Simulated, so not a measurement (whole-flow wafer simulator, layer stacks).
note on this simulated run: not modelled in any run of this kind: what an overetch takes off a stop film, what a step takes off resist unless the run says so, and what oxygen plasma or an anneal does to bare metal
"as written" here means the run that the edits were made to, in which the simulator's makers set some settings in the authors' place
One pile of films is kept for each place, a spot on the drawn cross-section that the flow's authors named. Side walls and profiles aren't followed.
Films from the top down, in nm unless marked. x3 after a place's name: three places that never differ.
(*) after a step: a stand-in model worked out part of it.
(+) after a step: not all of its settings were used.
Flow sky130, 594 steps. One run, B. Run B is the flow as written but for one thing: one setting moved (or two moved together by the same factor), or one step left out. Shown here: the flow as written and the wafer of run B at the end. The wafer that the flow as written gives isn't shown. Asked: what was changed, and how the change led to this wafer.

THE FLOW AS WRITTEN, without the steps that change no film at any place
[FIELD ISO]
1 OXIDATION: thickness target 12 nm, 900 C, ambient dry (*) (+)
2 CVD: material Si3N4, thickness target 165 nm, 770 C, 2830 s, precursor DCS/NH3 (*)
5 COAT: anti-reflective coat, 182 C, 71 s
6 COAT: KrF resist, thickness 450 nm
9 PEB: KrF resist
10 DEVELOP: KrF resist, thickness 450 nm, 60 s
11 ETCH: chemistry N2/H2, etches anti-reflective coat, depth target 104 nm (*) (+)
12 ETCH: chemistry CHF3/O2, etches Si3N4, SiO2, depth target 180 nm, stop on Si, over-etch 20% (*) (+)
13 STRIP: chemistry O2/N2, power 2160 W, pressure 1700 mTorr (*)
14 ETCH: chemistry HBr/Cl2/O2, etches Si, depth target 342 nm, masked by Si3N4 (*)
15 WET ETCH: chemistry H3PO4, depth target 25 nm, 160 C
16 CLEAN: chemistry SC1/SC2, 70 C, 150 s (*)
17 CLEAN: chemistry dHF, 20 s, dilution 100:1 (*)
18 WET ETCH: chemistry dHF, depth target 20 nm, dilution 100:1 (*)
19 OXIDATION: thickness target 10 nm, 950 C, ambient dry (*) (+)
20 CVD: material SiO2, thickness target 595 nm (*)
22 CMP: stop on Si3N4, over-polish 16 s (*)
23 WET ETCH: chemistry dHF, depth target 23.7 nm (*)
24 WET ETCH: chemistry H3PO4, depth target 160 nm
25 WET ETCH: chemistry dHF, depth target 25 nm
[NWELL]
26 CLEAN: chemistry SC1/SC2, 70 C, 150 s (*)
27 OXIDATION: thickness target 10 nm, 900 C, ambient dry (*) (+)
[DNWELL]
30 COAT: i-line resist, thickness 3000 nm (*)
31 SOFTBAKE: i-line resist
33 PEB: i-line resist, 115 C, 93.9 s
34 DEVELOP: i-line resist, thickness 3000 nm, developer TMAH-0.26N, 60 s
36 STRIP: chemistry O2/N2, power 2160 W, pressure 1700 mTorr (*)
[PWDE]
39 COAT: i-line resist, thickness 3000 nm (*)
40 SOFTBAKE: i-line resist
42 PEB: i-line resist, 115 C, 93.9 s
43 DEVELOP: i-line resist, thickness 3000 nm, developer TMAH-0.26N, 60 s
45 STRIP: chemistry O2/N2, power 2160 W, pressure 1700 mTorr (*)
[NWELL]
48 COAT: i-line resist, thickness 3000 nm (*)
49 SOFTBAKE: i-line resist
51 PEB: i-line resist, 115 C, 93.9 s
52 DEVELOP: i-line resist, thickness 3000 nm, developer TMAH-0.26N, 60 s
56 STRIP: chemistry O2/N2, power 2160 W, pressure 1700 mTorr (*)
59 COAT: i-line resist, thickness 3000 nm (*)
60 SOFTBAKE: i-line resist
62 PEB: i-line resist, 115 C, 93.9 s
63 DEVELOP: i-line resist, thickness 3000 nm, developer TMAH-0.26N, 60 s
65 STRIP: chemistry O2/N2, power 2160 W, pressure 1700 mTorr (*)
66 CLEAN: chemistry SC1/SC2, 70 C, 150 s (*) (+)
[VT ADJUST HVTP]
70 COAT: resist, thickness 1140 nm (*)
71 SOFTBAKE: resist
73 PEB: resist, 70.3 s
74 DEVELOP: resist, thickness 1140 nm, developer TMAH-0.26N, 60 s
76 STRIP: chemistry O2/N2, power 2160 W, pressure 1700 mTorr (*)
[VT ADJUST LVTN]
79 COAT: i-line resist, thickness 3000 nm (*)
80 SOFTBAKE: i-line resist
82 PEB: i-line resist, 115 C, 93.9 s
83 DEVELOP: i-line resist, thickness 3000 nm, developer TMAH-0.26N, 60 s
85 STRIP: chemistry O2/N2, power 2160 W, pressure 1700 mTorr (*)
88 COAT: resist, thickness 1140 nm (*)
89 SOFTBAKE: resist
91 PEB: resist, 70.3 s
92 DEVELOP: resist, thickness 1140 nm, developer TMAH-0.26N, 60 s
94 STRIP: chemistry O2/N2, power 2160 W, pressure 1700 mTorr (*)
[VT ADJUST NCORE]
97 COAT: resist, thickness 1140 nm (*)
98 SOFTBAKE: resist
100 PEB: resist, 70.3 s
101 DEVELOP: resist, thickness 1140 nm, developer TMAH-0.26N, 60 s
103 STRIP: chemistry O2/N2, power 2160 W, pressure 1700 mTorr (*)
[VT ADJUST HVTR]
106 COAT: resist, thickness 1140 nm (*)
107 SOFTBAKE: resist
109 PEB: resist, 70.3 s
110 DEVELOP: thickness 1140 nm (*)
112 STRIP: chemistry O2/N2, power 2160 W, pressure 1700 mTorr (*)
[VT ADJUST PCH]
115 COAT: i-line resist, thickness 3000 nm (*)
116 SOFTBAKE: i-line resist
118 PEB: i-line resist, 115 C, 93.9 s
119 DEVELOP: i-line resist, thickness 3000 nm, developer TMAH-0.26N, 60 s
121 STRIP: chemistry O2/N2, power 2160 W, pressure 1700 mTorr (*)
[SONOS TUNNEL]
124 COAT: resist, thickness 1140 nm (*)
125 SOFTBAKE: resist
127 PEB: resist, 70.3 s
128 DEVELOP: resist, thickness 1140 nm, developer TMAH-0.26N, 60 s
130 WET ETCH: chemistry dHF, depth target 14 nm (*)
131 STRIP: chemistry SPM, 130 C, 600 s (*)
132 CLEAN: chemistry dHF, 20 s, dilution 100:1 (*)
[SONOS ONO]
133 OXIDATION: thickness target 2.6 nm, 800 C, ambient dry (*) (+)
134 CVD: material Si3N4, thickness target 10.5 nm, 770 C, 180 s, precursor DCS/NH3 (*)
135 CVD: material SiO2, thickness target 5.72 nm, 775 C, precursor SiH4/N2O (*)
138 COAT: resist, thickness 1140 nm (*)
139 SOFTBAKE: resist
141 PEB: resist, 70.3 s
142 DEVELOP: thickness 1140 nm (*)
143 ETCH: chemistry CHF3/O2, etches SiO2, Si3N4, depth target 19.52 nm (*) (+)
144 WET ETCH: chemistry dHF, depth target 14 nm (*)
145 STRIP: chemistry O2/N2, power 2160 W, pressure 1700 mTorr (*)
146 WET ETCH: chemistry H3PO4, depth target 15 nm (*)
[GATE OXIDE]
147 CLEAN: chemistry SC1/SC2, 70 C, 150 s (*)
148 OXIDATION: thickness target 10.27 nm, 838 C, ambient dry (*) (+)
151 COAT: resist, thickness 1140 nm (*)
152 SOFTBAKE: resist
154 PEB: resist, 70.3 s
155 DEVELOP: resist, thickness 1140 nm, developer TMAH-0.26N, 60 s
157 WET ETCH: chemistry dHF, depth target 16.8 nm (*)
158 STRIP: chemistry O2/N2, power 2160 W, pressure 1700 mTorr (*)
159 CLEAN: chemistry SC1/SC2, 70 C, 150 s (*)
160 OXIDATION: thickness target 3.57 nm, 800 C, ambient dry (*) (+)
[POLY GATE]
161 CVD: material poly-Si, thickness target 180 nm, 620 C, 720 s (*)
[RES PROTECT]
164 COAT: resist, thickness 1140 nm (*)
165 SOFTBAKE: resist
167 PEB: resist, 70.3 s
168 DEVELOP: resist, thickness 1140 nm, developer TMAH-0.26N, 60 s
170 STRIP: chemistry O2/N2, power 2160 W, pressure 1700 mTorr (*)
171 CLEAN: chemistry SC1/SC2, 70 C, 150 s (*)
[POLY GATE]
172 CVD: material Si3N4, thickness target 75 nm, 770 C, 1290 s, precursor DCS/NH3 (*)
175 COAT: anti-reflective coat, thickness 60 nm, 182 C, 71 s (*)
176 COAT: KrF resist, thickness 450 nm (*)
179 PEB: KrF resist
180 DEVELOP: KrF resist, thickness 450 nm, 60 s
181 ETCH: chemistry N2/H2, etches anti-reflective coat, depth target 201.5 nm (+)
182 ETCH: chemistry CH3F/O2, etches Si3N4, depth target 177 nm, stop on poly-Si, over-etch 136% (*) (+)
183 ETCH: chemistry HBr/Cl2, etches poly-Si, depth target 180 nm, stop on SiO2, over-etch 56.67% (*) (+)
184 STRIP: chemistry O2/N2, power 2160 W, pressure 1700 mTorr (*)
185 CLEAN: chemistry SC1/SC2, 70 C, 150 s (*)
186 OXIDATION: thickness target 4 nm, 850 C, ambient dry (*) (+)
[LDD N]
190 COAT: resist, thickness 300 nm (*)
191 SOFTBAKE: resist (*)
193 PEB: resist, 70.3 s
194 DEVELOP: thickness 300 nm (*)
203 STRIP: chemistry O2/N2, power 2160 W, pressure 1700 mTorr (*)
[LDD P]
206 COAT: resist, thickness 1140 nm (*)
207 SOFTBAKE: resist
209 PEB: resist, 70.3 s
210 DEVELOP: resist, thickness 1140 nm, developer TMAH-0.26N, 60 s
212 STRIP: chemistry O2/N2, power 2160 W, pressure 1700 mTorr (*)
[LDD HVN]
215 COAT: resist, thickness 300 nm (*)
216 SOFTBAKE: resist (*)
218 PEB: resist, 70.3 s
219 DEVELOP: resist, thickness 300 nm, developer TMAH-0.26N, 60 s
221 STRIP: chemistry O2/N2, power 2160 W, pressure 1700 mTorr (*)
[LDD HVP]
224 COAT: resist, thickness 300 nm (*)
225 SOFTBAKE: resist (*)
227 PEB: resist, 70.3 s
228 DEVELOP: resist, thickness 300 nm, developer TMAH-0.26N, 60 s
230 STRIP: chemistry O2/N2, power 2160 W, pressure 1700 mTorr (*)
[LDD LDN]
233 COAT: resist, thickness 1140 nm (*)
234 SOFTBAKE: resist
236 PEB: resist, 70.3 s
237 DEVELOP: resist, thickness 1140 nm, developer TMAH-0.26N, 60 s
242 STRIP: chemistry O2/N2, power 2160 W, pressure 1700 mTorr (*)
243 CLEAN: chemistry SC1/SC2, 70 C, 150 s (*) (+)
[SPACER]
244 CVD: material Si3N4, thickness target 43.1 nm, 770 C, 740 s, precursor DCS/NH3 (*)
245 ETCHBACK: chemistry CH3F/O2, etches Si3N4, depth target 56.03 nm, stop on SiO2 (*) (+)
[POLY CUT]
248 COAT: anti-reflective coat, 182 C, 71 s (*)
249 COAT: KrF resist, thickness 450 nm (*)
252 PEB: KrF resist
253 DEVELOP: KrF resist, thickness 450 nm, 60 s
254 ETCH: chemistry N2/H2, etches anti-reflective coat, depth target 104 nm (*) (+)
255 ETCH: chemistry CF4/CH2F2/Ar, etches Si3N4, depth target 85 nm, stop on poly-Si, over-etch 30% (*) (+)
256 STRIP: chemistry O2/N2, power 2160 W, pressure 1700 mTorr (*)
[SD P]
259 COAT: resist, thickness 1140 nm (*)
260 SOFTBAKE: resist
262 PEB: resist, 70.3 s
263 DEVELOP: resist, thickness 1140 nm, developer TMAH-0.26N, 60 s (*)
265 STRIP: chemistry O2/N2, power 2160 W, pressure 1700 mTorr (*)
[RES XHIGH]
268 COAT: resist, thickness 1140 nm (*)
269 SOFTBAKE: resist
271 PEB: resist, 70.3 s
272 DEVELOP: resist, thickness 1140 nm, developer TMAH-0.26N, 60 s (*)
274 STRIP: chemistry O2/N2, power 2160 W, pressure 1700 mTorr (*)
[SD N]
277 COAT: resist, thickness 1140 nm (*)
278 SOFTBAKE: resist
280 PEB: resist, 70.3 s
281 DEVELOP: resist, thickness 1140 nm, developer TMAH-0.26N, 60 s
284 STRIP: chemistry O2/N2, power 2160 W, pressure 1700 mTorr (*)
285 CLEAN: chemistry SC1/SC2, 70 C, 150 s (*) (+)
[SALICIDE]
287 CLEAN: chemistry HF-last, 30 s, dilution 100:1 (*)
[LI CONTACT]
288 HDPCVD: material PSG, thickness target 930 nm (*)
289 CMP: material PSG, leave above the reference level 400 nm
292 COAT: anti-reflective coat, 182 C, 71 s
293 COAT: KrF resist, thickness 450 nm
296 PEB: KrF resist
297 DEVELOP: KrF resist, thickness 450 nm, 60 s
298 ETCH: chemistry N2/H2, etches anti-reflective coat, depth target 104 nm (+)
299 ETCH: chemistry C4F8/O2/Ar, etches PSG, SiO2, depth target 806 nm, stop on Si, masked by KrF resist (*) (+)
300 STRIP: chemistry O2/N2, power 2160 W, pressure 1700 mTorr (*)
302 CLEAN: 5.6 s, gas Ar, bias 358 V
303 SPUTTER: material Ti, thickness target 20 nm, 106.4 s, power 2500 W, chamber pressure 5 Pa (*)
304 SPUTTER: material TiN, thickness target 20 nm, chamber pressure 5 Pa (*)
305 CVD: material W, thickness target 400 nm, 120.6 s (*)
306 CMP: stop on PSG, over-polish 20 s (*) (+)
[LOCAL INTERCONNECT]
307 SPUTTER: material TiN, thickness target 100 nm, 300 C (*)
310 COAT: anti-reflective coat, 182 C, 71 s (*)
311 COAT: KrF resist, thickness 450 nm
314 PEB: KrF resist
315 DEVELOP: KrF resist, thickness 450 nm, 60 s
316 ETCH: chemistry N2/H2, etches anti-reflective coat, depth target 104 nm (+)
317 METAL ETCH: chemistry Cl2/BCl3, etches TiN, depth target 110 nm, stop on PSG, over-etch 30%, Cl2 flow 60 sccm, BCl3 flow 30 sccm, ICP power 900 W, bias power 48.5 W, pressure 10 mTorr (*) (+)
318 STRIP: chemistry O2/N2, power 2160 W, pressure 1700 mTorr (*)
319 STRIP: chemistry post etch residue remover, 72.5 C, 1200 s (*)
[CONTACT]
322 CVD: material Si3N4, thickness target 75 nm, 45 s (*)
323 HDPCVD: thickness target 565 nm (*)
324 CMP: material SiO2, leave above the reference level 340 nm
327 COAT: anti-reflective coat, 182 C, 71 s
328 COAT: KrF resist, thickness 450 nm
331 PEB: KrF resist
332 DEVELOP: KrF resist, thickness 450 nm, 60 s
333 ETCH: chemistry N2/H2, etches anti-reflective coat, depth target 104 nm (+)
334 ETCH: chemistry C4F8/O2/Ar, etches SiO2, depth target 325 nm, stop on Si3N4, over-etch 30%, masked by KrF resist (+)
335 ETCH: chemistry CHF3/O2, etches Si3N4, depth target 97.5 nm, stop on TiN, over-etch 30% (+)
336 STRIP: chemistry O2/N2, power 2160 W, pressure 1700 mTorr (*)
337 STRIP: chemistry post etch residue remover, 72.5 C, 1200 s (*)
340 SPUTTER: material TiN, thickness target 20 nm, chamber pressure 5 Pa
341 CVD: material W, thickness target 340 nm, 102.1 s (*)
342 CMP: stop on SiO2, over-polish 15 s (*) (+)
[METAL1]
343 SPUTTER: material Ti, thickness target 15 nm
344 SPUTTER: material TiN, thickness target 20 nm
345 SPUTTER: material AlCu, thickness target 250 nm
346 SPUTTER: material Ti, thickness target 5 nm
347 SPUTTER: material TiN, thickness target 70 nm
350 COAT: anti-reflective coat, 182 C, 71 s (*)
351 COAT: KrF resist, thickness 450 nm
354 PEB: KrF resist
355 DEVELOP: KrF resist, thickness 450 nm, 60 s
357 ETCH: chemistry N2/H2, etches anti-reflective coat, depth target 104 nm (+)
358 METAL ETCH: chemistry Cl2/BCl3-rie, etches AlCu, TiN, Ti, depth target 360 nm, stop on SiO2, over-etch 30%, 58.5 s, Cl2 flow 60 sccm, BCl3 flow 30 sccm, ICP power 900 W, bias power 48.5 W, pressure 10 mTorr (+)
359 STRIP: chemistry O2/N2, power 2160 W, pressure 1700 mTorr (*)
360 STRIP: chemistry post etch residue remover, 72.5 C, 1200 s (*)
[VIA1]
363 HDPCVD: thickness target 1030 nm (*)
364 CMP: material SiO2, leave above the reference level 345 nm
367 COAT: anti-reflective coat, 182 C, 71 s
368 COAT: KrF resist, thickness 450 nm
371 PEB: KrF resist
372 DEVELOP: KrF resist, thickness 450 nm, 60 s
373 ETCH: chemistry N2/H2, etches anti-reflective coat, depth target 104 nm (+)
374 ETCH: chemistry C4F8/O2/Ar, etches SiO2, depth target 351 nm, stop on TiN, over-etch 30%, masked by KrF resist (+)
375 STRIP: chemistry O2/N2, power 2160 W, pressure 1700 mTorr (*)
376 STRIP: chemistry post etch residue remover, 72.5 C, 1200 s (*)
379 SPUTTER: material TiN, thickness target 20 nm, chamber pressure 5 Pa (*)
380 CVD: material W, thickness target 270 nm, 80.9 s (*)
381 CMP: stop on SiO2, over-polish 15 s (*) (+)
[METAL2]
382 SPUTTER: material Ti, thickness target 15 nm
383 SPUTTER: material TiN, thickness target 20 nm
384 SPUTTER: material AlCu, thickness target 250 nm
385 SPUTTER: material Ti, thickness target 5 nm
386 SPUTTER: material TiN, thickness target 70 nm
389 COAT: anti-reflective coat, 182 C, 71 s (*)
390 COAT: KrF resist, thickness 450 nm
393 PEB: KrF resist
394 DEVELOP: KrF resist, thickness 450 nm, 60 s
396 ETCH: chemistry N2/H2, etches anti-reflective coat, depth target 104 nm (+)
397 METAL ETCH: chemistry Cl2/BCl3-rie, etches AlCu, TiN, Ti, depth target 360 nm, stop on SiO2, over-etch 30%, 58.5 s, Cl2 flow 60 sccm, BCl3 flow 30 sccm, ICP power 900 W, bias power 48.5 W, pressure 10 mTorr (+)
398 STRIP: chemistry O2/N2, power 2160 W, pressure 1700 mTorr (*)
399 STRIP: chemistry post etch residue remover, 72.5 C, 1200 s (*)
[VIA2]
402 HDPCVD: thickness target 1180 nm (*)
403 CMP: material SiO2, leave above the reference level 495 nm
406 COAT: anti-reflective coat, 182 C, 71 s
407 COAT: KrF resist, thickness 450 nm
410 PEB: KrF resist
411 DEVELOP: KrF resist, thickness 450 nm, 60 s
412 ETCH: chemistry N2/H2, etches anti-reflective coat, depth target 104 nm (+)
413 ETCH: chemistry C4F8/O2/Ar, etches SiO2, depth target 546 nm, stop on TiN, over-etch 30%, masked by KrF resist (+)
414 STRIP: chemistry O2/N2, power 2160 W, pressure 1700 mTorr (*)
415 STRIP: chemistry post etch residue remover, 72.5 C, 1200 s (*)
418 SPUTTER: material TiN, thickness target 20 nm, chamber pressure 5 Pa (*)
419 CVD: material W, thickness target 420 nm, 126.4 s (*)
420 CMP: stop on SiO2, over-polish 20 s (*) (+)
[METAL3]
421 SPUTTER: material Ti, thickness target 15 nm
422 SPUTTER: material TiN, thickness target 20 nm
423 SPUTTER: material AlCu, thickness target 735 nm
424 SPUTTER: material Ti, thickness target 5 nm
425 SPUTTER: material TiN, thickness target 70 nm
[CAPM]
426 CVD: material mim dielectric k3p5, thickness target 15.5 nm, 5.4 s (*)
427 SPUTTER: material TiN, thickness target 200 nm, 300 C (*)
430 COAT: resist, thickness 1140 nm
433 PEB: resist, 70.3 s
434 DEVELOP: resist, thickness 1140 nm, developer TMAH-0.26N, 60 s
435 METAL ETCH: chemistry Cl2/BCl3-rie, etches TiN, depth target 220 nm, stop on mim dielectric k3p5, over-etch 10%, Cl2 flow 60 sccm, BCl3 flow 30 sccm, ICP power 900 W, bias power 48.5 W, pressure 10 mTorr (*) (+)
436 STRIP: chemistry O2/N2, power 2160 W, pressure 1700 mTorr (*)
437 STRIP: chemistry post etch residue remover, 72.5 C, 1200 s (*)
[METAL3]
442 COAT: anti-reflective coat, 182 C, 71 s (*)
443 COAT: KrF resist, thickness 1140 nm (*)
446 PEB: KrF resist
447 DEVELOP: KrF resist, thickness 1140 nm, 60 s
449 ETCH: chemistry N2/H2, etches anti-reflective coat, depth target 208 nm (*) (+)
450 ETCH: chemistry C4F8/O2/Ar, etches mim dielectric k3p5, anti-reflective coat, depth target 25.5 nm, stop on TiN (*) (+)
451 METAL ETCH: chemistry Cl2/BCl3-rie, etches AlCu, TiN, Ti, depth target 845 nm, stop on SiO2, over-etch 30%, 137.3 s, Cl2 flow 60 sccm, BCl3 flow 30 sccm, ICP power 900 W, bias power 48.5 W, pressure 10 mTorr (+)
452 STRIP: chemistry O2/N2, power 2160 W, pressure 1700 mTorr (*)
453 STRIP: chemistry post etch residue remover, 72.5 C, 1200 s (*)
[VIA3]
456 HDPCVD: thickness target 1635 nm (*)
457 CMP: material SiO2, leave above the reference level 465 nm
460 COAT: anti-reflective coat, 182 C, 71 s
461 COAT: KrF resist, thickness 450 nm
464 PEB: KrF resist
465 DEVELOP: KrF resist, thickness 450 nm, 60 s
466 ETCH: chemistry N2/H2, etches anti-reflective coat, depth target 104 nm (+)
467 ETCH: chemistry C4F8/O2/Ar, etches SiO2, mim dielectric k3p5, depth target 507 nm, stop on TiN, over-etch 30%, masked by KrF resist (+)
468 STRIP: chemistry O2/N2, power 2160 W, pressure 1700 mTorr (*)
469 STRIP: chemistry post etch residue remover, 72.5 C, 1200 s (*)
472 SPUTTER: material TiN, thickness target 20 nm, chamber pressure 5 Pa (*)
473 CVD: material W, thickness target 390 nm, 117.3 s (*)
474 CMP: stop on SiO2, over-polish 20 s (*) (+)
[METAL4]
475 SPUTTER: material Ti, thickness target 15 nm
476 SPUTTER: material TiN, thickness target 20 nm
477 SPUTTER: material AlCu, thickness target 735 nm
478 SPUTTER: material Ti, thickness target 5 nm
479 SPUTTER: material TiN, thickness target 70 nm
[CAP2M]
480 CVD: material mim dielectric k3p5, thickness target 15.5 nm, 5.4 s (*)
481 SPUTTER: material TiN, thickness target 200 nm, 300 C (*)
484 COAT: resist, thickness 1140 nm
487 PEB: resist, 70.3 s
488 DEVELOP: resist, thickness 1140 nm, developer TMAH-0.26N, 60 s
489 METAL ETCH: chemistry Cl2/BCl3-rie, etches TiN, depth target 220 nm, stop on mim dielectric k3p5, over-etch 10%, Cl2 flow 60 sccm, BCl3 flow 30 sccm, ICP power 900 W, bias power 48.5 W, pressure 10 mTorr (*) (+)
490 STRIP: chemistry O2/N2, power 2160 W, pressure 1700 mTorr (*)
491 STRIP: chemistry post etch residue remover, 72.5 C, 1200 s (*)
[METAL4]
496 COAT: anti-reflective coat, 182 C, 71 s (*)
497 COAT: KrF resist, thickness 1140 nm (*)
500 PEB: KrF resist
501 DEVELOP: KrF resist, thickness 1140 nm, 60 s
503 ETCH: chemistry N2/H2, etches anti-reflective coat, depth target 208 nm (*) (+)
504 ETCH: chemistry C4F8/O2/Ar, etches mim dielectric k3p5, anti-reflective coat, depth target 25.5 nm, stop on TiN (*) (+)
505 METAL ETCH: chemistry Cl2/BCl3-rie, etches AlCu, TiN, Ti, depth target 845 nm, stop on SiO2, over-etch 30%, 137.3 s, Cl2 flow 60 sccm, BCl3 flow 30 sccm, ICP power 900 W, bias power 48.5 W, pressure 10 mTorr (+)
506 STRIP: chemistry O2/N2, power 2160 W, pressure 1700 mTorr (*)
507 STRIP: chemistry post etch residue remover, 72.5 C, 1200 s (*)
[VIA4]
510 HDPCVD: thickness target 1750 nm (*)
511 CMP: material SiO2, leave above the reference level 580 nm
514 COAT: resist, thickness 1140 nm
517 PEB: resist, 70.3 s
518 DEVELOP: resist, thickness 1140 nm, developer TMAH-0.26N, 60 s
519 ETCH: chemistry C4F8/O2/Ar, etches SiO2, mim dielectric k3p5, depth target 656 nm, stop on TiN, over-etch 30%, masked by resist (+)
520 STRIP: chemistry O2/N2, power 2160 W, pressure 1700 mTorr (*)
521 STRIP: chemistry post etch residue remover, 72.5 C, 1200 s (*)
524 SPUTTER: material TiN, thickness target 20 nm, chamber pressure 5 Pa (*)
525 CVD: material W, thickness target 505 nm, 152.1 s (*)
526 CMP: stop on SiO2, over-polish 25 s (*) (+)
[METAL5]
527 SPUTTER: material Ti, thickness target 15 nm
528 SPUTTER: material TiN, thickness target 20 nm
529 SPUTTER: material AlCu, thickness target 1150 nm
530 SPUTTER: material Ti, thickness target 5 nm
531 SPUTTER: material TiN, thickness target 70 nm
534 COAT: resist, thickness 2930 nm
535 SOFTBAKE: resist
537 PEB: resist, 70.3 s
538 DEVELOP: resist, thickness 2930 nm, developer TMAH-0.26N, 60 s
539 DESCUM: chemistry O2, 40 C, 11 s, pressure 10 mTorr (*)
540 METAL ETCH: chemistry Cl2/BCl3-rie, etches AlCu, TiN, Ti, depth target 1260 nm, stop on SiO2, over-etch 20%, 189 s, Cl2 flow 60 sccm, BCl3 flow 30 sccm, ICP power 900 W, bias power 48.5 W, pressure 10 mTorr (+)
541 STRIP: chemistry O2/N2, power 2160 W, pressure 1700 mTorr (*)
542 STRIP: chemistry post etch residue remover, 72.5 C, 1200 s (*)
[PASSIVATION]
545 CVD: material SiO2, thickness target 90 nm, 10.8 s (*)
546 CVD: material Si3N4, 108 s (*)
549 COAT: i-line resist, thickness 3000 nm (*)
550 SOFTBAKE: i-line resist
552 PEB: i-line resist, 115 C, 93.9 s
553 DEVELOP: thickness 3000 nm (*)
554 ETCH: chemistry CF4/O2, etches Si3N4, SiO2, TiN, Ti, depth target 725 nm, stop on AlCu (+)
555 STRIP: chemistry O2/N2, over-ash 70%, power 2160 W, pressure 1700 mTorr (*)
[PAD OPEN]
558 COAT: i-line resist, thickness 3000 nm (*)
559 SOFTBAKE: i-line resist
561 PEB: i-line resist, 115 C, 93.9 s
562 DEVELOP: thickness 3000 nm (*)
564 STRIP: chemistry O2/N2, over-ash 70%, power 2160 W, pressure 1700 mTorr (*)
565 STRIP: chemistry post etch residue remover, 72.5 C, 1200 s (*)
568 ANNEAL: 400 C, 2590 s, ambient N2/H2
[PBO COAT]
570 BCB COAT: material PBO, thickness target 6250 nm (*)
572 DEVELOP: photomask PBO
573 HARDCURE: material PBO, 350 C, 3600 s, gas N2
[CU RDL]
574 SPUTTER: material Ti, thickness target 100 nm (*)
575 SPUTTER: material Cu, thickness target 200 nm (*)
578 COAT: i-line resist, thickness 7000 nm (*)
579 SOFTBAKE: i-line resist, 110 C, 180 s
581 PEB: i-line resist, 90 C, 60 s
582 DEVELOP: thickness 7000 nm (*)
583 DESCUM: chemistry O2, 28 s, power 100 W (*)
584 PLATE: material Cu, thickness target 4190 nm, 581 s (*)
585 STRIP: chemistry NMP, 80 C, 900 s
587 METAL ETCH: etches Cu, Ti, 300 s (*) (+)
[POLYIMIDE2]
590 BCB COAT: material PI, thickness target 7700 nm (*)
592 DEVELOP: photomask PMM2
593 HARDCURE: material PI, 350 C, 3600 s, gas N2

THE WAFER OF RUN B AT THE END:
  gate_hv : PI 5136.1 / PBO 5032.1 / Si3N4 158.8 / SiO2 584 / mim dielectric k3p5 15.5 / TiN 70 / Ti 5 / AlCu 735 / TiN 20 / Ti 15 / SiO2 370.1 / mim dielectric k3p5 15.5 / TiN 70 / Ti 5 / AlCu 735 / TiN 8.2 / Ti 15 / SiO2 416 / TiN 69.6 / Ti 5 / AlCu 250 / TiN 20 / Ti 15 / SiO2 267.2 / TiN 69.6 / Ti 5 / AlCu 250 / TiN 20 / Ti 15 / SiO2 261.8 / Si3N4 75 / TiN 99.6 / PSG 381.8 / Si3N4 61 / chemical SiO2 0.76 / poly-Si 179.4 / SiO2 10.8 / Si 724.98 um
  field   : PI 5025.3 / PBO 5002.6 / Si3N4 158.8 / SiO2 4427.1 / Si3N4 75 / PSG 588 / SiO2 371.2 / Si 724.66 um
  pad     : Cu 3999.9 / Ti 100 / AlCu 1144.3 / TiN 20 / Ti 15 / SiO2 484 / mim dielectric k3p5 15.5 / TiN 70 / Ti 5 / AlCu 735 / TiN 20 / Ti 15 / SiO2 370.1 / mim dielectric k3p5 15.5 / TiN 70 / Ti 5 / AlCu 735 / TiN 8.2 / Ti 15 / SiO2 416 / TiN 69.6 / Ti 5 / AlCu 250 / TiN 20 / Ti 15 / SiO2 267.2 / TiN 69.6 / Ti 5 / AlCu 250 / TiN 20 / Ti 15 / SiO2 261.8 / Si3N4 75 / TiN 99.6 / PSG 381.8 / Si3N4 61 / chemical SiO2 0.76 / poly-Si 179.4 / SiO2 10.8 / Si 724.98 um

The cause: step 422, SPUTTER: thickness target 8.2 nm was run, where the flow has thickness target 20 nm.
It can be read off the wafer: gate_hv has TiN 8.2, and step 422 as written asks for 20 nm.

How the change led to this, step by step:
  422 SPUTTER: material TiN, thickness target 20 nm
      field, active, n_well and 188 more: TiN +8.2 (new film) (as written it would be: TiN +20 (new film))
  451 METAL ETCH: chemistry Cl2/BCl3-rie, etches AlCu, TiN, Ti, depth target 845 nm, stop on SiO2, over-etch 30%, 137.3 s, Cl2 flow 60 sccm, BCl3 flow 30 sccm, ICP power 900 W, bias power 48.5 W, pressure 10 mTorr (+)
      field, gate, spacer and 68 more: TiN -70 (all of it), Ti -5 (all of it), AlCu -735 (all of it), TiN -8.2 (all of it), Ti -15 (all of it), SiO2 -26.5 (as written it would be: TiN -70 (all of it), Ti -5 (all of it), AlCu -735 (all of it), TiN -20 (all of it), Ti -15 (all of it), SiO2 -25.4)
      active, vpp_ln, vpp_iso2 and 11 more: TiN -70 (all of it), Ti -5 (all of it), AlCu -735 (all of it), TiN -8.2 (all of it), Ti -15 (all of it), SiO2 -26.5 (as written it would be: TiN -70 (all of it), Ti -5 (all of it), AlCu -735 (all of it), TiN -20 (all of it), Ti -15 (all of it), SiO2 -25.3)
  457 CMP: material SiO2, leave above the reference level 465 nm
      field, active, gate and 82 more: SiO2 -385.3 (as written it would be: SiO2 -374.7)
